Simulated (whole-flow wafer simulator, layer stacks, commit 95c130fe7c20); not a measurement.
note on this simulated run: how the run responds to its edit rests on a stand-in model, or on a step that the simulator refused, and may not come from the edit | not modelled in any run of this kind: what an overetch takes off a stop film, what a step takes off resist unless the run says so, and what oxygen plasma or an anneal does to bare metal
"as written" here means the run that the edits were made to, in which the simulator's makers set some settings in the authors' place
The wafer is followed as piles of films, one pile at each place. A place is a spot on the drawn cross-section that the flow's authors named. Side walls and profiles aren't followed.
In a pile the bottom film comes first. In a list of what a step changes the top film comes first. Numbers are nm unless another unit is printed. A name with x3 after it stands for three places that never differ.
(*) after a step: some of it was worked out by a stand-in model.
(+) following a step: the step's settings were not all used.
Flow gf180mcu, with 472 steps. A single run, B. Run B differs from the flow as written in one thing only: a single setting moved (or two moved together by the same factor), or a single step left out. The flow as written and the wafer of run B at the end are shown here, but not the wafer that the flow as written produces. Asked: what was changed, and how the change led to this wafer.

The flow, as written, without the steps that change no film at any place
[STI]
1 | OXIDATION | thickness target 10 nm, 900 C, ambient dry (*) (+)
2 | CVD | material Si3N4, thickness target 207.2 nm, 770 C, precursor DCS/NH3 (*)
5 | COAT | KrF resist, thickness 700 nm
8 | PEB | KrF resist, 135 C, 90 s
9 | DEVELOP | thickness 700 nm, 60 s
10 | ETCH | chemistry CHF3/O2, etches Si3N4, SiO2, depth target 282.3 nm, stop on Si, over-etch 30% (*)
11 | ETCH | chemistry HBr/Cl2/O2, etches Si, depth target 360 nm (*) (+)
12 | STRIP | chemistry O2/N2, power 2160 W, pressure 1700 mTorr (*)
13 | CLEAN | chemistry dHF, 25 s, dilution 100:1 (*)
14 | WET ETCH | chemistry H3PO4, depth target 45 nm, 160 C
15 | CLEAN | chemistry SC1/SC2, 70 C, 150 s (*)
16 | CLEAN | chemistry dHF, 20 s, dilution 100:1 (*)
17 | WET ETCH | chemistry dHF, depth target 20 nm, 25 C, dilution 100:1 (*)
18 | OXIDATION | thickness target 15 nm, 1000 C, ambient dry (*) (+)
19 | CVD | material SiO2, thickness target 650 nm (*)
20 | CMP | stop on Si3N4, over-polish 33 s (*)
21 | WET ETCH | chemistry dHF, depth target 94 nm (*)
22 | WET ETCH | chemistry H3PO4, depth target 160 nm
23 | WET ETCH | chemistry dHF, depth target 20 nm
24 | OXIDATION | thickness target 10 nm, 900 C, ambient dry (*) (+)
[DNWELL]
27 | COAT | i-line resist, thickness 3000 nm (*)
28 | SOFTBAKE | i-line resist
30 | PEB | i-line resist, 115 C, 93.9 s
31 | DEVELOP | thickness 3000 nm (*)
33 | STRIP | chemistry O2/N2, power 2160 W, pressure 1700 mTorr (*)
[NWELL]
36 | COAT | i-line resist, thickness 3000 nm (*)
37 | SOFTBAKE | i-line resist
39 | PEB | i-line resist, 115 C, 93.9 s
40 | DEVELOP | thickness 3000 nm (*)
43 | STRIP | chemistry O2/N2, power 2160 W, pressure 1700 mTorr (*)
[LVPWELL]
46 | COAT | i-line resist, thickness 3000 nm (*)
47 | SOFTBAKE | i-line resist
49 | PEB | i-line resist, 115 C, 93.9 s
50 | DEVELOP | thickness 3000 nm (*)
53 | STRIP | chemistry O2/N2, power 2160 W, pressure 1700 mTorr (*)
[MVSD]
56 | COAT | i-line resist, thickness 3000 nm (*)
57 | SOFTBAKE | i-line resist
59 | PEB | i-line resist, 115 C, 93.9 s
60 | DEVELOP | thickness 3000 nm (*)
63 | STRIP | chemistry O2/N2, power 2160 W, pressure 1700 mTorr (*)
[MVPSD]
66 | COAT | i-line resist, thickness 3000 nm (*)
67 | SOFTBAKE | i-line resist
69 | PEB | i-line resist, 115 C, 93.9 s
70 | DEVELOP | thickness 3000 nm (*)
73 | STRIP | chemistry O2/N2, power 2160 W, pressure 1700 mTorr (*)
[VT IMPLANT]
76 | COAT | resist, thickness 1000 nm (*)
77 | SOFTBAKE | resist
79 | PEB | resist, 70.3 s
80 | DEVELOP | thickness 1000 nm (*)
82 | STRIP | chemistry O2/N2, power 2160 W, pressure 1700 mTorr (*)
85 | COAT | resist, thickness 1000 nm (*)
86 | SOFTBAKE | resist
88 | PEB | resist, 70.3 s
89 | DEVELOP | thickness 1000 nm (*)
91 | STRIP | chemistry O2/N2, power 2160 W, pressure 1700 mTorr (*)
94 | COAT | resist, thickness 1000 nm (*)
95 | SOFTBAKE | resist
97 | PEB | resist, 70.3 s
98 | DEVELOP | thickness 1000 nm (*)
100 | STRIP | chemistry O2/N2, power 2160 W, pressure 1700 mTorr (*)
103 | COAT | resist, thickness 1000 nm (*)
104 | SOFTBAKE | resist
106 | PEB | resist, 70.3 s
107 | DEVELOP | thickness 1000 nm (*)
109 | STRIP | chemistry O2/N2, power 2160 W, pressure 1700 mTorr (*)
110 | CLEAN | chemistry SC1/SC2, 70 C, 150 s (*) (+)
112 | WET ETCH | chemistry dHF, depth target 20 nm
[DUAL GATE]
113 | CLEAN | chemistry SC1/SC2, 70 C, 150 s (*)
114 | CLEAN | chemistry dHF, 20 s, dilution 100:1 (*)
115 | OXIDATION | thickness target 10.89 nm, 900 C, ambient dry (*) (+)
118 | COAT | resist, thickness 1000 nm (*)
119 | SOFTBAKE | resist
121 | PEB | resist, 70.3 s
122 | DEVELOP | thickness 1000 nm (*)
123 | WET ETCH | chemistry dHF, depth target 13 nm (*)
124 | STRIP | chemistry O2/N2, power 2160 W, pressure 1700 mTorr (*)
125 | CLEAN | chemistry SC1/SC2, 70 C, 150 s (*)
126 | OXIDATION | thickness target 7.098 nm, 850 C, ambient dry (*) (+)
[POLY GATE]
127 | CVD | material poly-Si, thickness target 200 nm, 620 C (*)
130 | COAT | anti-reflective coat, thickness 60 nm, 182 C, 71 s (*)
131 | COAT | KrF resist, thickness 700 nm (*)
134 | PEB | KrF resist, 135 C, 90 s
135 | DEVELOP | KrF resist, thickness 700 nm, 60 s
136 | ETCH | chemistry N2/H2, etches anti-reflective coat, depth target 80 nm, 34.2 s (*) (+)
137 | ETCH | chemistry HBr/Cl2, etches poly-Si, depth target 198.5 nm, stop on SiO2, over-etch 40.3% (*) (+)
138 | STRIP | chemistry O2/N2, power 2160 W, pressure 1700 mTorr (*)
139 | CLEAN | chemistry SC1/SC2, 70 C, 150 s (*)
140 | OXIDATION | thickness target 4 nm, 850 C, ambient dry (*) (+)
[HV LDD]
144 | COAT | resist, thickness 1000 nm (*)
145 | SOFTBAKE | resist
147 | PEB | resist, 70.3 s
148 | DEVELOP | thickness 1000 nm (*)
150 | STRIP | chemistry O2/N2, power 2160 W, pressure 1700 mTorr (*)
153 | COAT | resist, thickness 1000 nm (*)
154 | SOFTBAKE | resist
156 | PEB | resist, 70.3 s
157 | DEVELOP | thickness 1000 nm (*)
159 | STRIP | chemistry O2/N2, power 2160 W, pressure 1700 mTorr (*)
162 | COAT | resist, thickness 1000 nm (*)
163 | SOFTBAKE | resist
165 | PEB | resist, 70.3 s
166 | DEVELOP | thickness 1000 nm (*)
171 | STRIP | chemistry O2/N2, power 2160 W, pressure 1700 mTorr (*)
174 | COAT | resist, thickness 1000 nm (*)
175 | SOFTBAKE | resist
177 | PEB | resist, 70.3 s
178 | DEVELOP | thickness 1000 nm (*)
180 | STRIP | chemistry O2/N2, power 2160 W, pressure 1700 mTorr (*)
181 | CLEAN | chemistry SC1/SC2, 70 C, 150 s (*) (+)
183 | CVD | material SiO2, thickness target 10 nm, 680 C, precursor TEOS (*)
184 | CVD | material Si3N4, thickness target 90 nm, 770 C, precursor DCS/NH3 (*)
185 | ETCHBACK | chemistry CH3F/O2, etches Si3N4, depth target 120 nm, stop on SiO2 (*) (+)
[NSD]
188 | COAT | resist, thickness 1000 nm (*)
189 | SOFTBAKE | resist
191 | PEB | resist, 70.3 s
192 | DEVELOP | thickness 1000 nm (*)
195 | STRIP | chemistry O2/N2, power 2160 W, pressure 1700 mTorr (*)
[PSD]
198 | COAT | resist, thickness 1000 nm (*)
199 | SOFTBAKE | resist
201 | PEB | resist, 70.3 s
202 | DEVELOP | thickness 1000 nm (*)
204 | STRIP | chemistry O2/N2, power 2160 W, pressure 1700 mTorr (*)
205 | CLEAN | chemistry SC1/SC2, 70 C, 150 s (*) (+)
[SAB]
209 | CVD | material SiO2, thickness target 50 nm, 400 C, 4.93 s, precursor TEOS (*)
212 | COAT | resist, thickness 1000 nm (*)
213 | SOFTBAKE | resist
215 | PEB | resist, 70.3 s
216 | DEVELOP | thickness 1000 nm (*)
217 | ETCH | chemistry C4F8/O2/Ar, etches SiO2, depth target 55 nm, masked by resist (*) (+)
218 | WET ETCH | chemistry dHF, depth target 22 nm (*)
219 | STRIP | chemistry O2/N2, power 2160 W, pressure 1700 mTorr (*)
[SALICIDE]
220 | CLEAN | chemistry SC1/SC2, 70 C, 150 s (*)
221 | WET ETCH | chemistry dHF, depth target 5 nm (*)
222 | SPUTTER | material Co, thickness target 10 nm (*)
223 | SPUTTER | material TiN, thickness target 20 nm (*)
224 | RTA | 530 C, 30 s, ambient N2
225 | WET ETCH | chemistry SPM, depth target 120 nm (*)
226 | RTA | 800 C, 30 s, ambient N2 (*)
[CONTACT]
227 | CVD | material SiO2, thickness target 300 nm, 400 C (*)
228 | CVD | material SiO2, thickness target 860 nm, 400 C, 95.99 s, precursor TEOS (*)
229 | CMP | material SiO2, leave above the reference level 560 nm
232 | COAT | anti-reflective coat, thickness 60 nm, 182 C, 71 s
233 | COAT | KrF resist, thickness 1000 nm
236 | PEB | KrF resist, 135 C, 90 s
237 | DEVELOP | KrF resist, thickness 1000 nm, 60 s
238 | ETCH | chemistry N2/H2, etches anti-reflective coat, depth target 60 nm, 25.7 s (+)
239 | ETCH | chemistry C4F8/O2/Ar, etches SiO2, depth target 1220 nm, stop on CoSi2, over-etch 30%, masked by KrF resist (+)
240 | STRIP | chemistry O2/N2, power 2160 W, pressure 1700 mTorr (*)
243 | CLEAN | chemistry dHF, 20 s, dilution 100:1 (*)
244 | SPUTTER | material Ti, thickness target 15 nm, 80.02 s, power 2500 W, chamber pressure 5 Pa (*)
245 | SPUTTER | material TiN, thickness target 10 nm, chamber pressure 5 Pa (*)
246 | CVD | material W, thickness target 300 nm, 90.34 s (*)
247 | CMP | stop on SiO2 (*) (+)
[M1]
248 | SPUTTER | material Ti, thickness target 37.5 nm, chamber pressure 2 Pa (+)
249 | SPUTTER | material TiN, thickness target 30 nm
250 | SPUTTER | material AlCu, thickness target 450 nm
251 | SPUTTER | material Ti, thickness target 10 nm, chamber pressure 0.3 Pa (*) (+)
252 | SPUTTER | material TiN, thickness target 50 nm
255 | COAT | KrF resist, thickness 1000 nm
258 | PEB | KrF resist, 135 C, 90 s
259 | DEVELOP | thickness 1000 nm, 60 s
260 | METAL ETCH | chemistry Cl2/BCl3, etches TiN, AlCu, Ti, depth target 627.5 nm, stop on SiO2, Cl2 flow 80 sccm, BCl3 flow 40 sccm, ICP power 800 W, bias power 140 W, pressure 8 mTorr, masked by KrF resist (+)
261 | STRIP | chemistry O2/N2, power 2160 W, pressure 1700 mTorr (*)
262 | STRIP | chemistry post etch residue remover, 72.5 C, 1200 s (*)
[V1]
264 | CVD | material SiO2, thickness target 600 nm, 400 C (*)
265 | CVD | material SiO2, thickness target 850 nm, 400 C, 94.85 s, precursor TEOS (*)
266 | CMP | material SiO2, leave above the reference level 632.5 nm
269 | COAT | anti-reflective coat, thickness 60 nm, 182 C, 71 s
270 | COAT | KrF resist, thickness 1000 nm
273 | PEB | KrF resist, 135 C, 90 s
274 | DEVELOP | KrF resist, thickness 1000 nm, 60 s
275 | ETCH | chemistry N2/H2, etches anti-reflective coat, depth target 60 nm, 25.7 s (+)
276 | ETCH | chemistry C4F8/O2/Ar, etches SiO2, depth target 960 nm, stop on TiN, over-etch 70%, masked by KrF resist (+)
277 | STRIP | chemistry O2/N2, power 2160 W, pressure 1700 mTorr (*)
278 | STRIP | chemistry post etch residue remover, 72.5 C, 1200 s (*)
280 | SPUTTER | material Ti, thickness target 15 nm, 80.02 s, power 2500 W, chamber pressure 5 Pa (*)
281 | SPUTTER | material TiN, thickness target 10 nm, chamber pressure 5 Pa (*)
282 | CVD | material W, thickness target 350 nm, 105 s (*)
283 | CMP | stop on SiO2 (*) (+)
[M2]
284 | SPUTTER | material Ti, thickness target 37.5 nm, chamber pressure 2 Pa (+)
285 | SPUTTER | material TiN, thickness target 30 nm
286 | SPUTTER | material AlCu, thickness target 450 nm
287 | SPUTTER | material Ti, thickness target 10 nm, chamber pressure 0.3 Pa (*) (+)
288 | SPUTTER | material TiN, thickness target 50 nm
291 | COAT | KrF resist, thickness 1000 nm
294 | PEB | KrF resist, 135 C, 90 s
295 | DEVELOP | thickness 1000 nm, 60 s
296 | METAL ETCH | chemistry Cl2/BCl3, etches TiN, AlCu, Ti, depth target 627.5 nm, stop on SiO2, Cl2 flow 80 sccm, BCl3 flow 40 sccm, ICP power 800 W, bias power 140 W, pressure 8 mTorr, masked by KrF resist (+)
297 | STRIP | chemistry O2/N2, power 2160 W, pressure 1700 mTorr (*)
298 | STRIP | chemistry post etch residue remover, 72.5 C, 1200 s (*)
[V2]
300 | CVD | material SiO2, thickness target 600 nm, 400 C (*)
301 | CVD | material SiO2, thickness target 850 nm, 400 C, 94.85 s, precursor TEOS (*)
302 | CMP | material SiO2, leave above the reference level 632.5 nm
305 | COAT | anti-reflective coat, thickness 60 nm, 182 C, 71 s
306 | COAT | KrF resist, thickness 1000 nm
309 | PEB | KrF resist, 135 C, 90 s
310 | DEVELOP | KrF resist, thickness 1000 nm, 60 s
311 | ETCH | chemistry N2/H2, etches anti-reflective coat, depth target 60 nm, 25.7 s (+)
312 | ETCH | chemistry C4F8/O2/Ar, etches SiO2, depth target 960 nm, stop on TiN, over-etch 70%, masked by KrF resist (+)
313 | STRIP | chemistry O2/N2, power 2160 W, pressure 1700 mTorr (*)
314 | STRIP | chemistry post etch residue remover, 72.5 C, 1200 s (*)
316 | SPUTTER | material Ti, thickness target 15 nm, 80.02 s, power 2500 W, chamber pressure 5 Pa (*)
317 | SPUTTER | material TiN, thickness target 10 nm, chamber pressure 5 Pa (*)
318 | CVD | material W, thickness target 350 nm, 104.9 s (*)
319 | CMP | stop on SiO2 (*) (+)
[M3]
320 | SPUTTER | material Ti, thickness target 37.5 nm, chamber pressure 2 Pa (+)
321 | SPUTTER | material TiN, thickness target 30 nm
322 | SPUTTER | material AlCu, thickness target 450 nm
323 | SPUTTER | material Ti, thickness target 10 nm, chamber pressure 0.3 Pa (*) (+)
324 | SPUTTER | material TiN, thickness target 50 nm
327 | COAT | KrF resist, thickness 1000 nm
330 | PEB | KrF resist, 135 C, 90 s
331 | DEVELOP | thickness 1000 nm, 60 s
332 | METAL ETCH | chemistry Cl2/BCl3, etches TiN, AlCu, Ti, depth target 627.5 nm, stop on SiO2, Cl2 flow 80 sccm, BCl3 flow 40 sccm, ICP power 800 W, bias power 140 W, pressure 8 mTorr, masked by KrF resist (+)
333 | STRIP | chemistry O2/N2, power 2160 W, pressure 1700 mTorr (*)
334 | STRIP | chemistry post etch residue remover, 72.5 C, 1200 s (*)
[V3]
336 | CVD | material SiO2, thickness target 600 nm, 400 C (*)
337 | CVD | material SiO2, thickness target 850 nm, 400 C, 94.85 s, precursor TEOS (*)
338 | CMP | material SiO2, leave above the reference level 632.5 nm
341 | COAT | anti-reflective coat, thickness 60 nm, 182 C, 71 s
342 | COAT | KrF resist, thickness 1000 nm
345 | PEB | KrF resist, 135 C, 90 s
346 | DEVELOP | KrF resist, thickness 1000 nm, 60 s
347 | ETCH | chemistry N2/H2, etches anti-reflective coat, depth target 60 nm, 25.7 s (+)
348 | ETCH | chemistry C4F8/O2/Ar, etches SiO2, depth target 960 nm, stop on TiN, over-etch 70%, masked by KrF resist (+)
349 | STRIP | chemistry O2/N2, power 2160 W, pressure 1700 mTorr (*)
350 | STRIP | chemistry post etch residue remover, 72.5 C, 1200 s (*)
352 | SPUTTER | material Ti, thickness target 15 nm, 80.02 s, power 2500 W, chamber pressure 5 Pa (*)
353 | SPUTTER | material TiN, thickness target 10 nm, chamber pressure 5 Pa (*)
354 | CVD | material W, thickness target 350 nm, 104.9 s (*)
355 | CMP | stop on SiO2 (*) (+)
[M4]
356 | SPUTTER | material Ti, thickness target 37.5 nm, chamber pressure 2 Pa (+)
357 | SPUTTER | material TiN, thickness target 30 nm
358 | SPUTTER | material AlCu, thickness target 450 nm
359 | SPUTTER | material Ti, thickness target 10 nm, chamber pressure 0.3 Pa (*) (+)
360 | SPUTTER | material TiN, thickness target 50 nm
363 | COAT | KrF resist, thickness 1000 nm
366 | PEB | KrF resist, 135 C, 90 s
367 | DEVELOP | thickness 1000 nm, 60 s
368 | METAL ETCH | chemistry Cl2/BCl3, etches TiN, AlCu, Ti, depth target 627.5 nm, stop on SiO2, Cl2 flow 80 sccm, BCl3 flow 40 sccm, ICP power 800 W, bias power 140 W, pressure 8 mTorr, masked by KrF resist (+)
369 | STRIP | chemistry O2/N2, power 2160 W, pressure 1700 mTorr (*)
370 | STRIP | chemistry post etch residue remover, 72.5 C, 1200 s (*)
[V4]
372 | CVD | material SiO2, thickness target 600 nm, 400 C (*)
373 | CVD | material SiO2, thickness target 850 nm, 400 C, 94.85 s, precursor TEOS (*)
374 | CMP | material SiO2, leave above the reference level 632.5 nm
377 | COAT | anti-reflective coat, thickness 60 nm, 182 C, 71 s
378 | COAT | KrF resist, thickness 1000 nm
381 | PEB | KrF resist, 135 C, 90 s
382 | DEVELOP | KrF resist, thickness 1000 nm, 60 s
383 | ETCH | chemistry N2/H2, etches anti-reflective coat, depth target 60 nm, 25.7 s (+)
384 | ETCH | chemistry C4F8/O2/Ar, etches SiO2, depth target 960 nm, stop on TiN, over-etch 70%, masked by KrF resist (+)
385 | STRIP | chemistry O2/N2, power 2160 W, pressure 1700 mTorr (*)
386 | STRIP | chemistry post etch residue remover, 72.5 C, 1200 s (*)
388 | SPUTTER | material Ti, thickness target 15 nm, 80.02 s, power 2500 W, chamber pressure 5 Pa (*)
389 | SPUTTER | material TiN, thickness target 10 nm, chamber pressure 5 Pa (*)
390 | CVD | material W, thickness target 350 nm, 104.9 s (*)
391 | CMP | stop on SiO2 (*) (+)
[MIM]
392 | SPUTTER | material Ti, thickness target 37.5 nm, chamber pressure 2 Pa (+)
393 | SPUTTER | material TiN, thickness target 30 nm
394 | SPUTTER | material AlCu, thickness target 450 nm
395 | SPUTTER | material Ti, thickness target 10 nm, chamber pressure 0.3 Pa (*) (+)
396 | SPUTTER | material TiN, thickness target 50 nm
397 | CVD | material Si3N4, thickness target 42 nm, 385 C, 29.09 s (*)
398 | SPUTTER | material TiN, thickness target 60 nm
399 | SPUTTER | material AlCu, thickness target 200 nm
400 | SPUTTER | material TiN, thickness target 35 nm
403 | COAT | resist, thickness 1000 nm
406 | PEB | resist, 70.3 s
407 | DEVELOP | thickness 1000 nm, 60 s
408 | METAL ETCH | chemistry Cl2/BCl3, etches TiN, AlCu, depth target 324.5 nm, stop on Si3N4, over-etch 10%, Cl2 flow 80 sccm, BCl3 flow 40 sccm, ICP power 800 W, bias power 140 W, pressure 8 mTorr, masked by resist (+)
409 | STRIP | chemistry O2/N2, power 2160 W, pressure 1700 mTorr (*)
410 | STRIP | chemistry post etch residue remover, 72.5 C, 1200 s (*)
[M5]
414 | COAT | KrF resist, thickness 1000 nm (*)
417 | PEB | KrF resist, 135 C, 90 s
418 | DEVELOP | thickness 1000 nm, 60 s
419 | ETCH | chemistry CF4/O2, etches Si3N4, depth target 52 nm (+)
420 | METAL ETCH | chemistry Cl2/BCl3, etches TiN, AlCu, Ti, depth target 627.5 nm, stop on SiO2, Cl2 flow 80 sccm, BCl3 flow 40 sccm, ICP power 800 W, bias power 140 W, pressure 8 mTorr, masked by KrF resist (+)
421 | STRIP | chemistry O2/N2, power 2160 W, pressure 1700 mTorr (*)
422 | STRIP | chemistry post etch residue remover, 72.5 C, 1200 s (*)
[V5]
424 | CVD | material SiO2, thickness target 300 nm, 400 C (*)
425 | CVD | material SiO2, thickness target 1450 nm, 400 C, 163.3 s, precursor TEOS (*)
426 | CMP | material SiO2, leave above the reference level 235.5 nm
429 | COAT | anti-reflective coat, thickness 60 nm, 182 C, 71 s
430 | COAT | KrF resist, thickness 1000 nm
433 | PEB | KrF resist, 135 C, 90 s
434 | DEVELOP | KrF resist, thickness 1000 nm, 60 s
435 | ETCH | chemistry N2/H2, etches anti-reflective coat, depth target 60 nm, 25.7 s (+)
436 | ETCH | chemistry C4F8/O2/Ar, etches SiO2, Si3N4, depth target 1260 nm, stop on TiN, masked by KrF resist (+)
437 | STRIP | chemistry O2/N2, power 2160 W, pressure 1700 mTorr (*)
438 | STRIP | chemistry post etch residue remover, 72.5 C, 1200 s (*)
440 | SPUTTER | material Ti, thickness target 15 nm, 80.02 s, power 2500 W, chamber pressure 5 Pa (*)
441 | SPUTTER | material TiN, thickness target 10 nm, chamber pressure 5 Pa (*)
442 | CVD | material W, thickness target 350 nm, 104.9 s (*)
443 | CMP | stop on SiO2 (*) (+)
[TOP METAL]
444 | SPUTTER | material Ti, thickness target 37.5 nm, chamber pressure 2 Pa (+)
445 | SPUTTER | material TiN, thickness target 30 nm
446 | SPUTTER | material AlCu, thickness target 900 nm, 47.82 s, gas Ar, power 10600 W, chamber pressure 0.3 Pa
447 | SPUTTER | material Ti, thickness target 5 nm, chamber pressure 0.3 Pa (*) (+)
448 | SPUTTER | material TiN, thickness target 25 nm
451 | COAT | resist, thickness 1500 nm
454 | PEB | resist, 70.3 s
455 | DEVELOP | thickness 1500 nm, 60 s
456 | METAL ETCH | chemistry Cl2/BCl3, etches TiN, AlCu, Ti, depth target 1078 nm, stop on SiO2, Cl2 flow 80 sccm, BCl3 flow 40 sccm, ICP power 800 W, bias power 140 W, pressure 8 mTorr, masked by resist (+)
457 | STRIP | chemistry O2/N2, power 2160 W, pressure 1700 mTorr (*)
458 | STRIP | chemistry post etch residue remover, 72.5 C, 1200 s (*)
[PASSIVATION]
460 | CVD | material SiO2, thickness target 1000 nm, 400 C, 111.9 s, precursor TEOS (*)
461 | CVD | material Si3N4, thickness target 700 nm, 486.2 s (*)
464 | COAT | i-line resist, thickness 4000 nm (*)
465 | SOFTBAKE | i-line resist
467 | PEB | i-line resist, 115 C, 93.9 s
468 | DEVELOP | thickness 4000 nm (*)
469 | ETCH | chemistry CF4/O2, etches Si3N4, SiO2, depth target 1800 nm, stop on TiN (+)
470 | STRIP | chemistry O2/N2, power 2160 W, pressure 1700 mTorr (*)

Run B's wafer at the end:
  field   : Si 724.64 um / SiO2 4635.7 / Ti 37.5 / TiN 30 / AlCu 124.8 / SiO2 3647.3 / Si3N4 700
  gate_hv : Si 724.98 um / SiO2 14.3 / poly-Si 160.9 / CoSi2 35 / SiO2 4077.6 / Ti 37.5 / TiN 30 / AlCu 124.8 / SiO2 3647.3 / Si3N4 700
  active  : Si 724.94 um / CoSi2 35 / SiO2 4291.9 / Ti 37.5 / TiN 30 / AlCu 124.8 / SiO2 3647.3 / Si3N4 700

Cause: step 358, SPUTTER: thickness target 698 nm was run, whereas the flow has thickness target 450 nm.

How this came from the change, step by step:
  358 | SPUTTER | material AlCu, thickness target 450 nm
      field, field__w1, field__w2 and 108 more: AlCu gains 698 (new film) (in the flow as written it would be: AlCu gains 450 (new film))
  368 | METAL ETCH | chemistry Cl2/BCl3, etches TiN, AlCu, Ti, depth target 627.5 nm, stop on SiO2, Cl2 flow 80 sccm, BCl3 flow 40 sccm, ICP power 800 W, bias power 140 W, pressure 8 mTorr, masked by KrF resist (+)
      field, field__w1, field__w2 and 103 more: TiN loses 50 (all of it), Ti loses 10 (all of it), AlCu loses 567.5 (in the flow as written it would be: TiN loses 50 (all of it), Ti loses 10 (all of it), AlCu loses 450 (all of it), TiN loses 30 (all of it), Ti loses 37.5 (all of it))
  370 | STRIP | chemistry post etch residue remover, 72.5 C, 1200 s (*)
      field, field__w1, field__w2 and 103 more: AlCu loses 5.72 (in the flow as written it would be: nothing)
  372 | CVD | material SiO2, thickness target 600 nm, 400 C (*)
      field, field__w1, field__w2 and 103 more: SiO2 gains 600 (new film) (in the flow as written it would be: SiO2 gains 600)
  374 | CMP | material SiO2, leave above the reference level 632.5 nm
      field, field__w1, field__w2 and 103 more: SiO2 loses 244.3 (in the flow as written it would be: SiO2 loses 300)
With metal films that touch counted as one body, field has 1 body; the flow as written gives 0 bodies.
With metal films that touch counted as one body, gate_hv has 2 bodies (between them, from the top down: SiO2 4077.6); the flow as written gives 1 body.
With metal films that touch counted as one body, active has 2 bodies (between them, from the top down: SiO2 4291.9); the flow as written gives 1 body.
